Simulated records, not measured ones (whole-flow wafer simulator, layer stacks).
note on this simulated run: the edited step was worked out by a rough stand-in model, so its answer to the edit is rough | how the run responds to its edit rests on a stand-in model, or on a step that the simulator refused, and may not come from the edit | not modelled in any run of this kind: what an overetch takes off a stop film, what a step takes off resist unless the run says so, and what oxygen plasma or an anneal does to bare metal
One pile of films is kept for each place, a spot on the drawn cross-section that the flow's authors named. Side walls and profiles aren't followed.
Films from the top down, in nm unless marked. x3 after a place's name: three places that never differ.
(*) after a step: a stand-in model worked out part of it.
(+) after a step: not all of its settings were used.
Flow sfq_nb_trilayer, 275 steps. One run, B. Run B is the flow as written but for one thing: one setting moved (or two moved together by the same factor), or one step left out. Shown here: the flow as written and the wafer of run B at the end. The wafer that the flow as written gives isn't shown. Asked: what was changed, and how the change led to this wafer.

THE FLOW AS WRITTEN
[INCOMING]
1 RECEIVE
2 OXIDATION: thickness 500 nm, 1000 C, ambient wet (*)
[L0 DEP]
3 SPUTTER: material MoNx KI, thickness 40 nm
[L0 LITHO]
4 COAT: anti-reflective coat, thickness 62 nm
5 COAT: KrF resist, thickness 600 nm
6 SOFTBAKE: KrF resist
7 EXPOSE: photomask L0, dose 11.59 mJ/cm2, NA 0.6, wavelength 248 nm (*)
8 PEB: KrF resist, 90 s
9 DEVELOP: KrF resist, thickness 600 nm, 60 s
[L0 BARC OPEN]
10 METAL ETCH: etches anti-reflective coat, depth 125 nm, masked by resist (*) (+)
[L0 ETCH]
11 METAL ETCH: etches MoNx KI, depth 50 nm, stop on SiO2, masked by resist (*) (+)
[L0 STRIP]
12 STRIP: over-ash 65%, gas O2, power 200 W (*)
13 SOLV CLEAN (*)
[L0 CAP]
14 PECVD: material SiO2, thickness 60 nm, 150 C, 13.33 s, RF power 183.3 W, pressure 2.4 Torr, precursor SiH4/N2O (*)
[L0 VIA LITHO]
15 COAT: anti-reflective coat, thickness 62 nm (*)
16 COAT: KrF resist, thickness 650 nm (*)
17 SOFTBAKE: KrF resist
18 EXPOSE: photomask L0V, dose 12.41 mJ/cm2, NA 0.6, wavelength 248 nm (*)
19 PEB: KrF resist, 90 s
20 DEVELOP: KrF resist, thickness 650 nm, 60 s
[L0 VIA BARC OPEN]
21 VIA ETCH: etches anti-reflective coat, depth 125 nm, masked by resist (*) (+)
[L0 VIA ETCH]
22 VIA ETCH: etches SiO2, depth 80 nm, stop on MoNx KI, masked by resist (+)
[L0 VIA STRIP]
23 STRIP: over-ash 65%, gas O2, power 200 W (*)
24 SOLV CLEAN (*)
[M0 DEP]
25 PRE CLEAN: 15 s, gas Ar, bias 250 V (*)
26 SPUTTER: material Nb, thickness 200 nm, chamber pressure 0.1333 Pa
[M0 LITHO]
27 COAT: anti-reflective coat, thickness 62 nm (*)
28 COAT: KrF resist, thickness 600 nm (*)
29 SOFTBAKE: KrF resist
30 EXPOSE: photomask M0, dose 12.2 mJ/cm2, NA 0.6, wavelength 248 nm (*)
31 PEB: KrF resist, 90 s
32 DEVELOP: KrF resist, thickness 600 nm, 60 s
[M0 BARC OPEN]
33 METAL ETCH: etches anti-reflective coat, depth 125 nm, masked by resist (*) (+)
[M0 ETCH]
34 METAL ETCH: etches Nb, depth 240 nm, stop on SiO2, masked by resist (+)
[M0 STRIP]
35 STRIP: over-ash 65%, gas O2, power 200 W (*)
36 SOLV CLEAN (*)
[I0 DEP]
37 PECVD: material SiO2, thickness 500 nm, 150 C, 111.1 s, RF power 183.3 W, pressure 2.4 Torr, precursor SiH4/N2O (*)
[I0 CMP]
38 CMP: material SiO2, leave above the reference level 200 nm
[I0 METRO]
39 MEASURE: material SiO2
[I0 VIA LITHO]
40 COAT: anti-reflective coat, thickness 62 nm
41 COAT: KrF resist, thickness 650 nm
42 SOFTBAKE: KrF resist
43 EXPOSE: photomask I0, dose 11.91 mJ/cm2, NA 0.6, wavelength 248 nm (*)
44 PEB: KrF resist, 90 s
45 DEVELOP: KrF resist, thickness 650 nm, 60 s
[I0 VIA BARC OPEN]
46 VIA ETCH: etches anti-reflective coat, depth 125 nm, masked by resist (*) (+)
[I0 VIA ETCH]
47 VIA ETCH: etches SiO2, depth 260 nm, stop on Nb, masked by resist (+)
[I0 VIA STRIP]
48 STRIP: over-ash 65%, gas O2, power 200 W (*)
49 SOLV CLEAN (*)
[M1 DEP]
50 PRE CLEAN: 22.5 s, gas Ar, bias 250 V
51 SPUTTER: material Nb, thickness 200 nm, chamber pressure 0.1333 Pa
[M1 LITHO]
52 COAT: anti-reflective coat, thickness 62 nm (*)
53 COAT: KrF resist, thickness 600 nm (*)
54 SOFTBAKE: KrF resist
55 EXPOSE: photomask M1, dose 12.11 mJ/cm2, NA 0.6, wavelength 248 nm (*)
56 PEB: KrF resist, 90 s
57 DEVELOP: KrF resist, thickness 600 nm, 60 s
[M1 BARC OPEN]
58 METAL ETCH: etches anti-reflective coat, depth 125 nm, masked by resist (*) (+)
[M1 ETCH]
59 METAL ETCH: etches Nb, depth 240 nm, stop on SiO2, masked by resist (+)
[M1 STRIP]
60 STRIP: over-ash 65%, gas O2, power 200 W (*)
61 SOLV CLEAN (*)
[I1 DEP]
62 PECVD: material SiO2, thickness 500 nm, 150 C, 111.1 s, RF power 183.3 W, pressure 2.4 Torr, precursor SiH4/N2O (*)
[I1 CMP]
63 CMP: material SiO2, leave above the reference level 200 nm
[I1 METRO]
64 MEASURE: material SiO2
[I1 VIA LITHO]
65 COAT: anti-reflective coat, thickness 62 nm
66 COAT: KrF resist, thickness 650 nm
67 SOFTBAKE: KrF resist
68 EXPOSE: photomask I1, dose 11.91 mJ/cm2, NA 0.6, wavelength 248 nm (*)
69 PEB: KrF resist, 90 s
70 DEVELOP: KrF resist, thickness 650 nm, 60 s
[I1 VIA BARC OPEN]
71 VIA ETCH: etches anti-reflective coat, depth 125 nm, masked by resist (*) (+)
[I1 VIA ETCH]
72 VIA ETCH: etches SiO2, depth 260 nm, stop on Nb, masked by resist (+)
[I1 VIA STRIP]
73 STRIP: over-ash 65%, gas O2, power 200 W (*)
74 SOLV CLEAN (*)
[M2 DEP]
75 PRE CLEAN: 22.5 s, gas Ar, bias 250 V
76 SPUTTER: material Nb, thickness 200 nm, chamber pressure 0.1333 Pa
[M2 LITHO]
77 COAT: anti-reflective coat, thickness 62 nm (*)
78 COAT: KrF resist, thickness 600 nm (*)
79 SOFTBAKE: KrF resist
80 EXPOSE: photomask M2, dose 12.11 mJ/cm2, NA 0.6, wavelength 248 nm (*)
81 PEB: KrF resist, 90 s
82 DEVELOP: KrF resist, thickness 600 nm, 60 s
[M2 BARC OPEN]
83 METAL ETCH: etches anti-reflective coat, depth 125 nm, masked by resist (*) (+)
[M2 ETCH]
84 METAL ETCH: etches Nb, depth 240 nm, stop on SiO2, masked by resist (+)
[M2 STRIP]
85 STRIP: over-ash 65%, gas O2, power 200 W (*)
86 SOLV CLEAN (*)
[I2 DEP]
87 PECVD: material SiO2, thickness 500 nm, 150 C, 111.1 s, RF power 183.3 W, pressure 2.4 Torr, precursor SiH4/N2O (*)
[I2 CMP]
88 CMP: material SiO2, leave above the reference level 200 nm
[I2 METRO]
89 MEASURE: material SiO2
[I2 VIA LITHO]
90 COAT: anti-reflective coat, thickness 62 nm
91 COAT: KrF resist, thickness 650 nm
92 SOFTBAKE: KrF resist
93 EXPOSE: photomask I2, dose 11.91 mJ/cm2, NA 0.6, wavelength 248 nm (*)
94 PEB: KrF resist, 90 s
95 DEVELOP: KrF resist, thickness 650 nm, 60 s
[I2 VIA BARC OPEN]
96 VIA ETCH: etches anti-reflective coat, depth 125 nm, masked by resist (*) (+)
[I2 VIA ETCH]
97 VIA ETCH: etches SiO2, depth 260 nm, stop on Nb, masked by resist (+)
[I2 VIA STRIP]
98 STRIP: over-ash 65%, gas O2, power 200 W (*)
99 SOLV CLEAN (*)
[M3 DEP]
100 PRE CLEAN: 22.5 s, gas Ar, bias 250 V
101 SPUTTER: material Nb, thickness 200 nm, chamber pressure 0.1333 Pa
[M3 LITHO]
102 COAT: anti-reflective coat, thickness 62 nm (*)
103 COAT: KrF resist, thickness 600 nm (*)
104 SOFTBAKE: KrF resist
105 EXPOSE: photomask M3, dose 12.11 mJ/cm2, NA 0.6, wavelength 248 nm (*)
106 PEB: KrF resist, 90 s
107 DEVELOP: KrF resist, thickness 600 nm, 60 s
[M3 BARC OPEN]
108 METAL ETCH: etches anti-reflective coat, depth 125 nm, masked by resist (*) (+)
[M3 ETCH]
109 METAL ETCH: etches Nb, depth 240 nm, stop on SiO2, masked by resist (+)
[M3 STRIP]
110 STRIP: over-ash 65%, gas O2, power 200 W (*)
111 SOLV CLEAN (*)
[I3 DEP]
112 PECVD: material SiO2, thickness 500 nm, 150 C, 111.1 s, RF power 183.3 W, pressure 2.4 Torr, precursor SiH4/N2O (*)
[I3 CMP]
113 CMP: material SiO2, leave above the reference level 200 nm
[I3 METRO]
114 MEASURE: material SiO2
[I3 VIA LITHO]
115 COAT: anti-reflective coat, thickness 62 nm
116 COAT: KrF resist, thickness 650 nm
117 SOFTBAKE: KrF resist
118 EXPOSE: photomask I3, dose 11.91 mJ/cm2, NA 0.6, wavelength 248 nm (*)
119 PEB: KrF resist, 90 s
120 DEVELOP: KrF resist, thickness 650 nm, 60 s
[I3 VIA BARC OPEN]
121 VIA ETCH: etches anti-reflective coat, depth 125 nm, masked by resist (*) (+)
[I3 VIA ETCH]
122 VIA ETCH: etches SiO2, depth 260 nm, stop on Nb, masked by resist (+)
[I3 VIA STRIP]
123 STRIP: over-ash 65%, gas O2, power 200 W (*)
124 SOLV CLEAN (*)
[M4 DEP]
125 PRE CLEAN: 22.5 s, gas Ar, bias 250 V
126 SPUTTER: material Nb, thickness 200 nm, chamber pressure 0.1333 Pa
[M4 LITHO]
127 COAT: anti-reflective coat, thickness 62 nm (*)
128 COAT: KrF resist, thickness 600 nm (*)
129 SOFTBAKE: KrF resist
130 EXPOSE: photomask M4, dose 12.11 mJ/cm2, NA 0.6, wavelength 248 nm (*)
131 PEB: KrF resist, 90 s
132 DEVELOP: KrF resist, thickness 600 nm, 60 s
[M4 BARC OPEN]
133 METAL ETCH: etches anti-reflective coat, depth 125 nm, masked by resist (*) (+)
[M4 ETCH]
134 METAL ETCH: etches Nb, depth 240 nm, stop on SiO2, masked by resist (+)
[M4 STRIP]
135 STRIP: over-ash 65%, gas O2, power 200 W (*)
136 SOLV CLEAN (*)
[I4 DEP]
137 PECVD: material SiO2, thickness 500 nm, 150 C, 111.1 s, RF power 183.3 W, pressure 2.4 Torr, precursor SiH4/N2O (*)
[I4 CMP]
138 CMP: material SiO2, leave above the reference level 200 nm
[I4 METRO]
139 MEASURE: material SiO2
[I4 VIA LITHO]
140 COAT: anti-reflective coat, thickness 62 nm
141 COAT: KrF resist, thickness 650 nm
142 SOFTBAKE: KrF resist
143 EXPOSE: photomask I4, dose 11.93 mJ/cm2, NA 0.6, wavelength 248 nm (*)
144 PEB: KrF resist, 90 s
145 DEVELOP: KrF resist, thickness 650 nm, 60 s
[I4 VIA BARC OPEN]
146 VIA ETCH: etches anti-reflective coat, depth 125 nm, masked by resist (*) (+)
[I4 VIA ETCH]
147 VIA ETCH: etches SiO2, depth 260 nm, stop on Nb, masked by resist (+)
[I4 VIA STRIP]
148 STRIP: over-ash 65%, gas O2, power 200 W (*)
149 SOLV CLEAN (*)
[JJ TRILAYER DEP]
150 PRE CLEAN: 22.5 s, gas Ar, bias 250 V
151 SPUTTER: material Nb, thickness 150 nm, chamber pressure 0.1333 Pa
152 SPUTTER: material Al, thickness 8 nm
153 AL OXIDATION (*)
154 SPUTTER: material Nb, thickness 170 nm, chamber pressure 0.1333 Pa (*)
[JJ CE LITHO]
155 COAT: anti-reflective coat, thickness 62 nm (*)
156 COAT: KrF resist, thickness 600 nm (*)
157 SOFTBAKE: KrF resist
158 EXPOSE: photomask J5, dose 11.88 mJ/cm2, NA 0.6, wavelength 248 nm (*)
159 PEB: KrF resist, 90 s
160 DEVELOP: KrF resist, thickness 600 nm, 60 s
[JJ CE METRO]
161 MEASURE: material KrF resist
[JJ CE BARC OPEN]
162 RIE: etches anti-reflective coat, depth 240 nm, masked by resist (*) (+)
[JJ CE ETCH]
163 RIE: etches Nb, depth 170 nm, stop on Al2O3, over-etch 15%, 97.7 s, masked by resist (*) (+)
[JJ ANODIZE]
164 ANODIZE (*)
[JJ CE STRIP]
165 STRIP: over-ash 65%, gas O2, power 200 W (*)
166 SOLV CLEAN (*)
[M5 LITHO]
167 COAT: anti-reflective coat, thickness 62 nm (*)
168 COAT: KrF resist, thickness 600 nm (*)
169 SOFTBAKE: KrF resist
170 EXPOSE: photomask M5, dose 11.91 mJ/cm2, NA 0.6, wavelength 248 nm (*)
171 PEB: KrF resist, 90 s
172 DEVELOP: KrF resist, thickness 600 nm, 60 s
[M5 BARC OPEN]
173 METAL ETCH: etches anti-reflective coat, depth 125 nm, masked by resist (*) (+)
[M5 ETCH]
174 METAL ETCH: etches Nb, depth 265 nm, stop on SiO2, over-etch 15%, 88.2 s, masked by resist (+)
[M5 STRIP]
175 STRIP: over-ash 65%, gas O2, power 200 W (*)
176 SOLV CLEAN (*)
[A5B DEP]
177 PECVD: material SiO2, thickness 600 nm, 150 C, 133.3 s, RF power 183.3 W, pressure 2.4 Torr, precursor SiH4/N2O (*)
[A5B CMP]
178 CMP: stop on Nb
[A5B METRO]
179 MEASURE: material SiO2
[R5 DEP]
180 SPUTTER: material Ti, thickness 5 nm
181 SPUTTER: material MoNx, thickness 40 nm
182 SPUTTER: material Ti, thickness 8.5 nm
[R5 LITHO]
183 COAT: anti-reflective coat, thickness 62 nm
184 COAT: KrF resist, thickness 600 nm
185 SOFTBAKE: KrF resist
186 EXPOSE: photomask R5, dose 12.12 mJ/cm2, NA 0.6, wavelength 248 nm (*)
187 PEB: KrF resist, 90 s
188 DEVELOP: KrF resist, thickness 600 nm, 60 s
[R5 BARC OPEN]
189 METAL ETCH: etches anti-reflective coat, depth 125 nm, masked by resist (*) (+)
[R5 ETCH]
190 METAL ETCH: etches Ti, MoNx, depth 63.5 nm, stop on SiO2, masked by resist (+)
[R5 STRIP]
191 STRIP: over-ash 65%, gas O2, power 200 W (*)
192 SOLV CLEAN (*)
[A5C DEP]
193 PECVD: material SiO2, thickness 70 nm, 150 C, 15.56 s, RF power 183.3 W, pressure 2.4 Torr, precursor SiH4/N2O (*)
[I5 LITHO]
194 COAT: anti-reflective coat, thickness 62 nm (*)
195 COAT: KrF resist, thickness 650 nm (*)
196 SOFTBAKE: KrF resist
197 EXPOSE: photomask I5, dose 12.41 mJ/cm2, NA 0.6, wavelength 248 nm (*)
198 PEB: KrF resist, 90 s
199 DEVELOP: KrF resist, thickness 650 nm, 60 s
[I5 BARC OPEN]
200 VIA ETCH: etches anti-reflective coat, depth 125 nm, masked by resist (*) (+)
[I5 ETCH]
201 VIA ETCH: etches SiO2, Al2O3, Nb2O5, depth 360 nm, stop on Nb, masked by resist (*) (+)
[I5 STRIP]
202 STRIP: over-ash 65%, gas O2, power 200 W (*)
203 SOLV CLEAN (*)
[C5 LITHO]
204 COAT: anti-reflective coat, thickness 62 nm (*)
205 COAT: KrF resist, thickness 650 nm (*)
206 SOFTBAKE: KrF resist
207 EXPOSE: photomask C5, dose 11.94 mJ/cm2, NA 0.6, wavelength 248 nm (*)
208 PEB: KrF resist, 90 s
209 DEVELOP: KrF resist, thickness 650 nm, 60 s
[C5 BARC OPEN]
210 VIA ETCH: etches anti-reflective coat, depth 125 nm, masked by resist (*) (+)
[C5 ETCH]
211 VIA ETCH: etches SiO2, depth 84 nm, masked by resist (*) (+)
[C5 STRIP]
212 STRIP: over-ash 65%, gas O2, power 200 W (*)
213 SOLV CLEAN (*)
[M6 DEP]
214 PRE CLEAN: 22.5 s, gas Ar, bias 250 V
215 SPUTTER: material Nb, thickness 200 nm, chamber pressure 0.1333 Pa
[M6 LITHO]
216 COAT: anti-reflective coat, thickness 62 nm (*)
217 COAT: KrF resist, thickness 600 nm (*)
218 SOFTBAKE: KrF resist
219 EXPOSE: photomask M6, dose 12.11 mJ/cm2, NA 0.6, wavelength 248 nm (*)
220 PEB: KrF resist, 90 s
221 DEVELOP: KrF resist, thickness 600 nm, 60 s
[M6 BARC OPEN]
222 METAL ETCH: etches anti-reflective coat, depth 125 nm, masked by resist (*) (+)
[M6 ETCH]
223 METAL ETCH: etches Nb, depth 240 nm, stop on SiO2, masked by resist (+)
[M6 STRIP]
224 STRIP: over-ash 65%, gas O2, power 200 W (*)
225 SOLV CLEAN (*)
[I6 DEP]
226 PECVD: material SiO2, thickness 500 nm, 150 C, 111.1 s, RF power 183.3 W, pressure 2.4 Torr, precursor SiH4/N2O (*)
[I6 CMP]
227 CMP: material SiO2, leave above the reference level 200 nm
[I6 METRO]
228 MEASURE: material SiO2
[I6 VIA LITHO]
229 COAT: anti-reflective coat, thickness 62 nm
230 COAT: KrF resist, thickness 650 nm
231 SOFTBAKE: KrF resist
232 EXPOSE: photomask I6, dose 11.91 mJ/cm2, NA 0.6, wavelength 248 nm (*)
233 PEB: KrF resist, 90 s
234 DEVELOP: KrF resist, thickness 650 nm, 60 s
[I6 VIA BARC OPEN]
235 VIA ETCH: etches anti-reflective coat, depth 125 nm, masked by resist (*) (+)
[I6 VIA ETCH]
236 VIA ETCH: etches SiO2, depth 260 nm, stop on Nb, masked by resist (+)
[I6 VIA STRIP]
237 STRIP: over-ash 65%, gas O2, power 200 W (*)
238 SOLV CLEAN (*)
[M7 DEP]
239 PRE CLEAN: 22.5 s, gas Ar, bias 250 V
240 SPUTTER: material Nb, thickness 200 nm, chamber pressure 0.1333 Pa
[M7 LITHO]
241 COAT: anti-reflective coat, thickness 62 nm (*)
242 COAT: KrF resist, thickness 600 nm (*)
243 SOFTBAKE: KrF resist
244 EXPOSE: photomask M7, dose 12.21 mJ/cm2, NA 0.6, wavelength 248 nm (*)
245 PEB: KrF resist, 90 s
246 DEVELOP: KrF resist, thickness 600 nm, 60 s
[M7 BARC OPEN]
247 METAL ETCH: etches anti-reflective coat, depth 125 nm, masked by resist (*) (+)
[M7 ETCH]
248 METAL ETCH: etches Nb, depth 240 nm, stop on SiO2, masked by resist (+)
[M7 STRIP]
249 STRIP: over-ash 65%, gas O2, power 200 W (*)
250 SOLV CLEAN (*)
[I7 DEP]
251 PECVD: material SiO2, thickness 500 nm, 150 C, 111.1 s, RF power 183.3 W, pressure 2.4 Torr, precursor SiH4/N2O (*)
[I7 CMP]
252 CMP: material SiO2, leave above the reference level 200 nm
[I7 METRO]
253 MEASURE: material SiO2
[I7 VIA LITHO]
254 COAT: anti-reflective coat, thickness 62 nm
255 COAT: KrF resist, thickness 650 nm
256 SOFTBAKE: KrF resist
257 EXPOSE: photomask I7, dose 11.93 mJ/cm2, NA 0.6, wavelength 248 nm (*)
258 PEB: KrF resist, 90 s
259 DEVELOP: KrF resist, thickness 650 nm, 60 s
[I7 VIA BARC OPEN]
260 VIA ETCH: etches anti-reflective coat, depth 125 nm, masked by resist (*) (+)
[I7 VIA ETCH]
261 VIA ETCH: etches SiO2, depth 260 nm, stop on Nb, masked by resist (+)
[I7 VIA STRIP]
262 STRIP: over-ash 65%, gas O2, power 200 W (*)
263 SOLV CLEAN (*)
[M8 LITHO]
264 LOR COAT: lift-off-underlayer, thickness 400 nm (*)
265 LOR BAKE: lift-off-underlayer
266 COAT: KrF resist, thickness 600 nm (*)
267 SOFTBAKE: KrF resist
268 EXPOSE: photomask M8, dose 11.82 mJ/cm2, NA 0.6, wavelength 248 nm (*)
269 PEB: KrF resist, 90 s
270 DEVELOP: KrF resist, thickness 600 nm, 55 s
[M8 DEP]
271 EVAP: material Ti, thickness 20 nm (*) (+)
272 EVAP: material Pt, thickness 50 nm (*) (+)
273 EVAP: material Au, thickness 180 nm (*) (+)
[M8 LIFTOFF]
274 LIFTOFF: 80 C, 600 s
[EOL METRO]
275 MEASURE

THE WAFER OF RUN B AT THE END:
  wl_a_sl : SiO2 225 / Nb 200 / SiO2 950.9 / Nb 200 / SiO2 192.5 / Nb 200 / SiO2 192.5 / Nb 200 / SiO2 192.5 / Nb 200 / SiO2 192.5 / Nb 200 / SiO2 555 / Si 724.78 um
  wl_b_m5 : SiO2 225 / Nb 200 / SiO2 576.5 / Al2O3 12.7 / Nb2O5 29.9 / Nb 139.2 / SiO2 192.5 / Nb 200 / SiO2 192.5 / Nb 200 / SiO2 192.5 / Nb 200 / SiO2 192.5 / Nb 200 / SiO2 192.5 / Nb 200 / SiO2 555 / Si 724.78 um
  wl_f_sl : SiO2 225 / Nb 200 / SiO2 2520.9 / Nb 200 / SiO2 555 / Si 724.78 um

The cause: step 226, PECVD: thickness 375 nm was run, where the flow has thickness 500 nm; step 226, PECVD: 83.33 s was run, where the flow has 111.1 s.

How the change led to this, step by step:
  226 PECVD: material SiO2, thickness 500 nm, 150 C, 111.1 s, RF power 183.3 W, pressure 2.4 Torr, precursor SiH4/N2O (*)
      field_l, p4_fl, p4_fm and 62 more: SiO2 +375 (as written it would be: SiO2 +500)
      v_sur, via_wl, via_w and 21 more: SiO2 +375 (new film) (as written it would be: SiO2 +500 (new film))
      (and at 17 more places)
  227 CMP: material SiO2, leave above the reference level 200 nm
      field_l, p4_fl, p4_fm and 59 more: nothing (as written it would be: SiO2 -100)
      moat, field_r, lsp_l, ln_m5, lsp_m: nothing (as written it would be: SiO2 -93.6)
      (and at 39 more places)
  229 COAT: anti-reflective coat, thickness 62 nm
      via_wl, via_w, via_wr, c5j, ce_r, sp_r, r_sur, res: anti-reflective coat +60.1 (new film) (as written it would be: anti-reflective coat +62 (new film))
      wl_a_sr, m0r_space_l, m0r_space_r, m7r_space_l, m7r_space_r: anti-reflective coat +65.5 (new film) (as written it would be: anti-reflective coat +62 (new film))
      (and at 46 more places)
  230 COAT: KrF resist, thickness 650 nm
      via_v: KrF resist +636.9 (new film) (as written it would be: KrF resist +650 (new film))
      wire: KrF resist +635 (new film) (as written it would be: KrF resist +650 (new film))
      (and at 4 more places)
  234 DEVELOP: KrF resist, thickness 650 nm, 60 s
      via_v: KrF resist -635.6 (all of it) (as written it would be: KrF resist -648.6 (all of it))
  235 VIA ETCH: etches anti-reflective coat, depth 125 nm, masked by resist (*) (+)
      field_l, v_sur, via_wl and 102 more: KrF resist -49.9 (as written it would be: KrF resist -51.7)
      via_v: anti-reflective coat -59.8 (all of it), SiO2 -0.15 (as written it would be: anti-reflective coat -62 (all of it), SiO2 -0.16)
  237 STRIP: over-ash 65%, gas O2, power 200 W (*)
      m0r_space_l, m0r_space_r, m7r_space_l, m7r_space_r: KrF resist -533 (all of it), anti-reflective coat -65.5 (all of it) (as written it would be: KrF resist -528.6 (all of it), anti-reflective coat -62 (all of it))
      wl_c_sl, wl_f_sl: KrF resist -532.4 (all of it), anti-reflective coat -65.3 (all of it) (as written it would be: KrF resist -528.6 (all of it), anti-reflective coat -62 (all of it))
      (and at 52 more places)
  240 SPUTTER: material Nb, thickness 200 nm, chamber pressure 0.1333 Pa
      be: Nb +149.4 (new film) (as written it would be: Nb +200 (new film))
      gap: Nb +195.3 (new film) (as written it would be: Nb +200 (new film))
  241 COAT: anti-reflective coat, thickness 62 nm (*)
      wl_c_sl, wl_c_sr, wl_f_sl, wl_f_sr: anti-reflective coat +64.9 (new film) (as written it would be: anti-reflective coat +62 (new film))
      be_r, r_sur, res: anti-reflective coat +59.8 (new film) (as written it would be: anti-reflective coat +61.7 (new film))
      (and at 51 more places)
  242 COAT: KrF resist, thickness 600 nm (*)
      wire: KrF resist +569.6 (new film) (as written it would be: KrF resist +591.7 (new film))
      be: KrF resist +731.5 (new film) (as written it would be: KrF resist +592.4 (new film))
      (and at 4 more places)
  247 METAL ETCH: etches anti-reflective coat, depth 125 nm, masked by resist (*) (+)
      wl_c_sl, wl_c_sr: anti-reflective coat -64.9 (all of it) (as written it would be: anti-reflective coat -62 (all of it))
      m0r_space_l, m7r_space_l: anti-reflective coat -65 (all of it) (as written it would be: anti-reflective coat -62 (all of it))
      (and at 21 more places)
  249 STRIP: over-ash 65%, gas O2, power 200 W (*)
      v_sur: KrF resist -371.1 (all of it), anti-reflective coat -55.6 (all of it) (as written it would be: KrF resist -379.9 (all of it), anti-reflective coat -61.4 (all of it))
      via_wl: KrF resist -368.4 (all of it), anti-reflective coat -59.3 (all of it) (as written it would be: KrF resist -379.3 (all of it), anti-reflective coat -61.3 (all of it))
      (and at 31 more places)
  251 PECVD: material SiO2, thickness 500 nm, 150 C, 111.1 s, RF power 183.3 W, pressure 2.4 Torr, precursor SiH4/N2O (*)
      be: SiO2 +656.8 (new film) (as written it would be: SiO2 +500 (new film))
  252 CMP: material SiO2, leave above the reference level 200 nm
      field_l, p4_fl, p4_fm and 48 more: SiO2 -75 (as written it would be: SiO2 -100)
      wl_a_sl, wl_a_sr, wl_b_sl and 9 more: SiO2 -275 (as written it would be: SiO2 -300)
      (and at 12 more places)
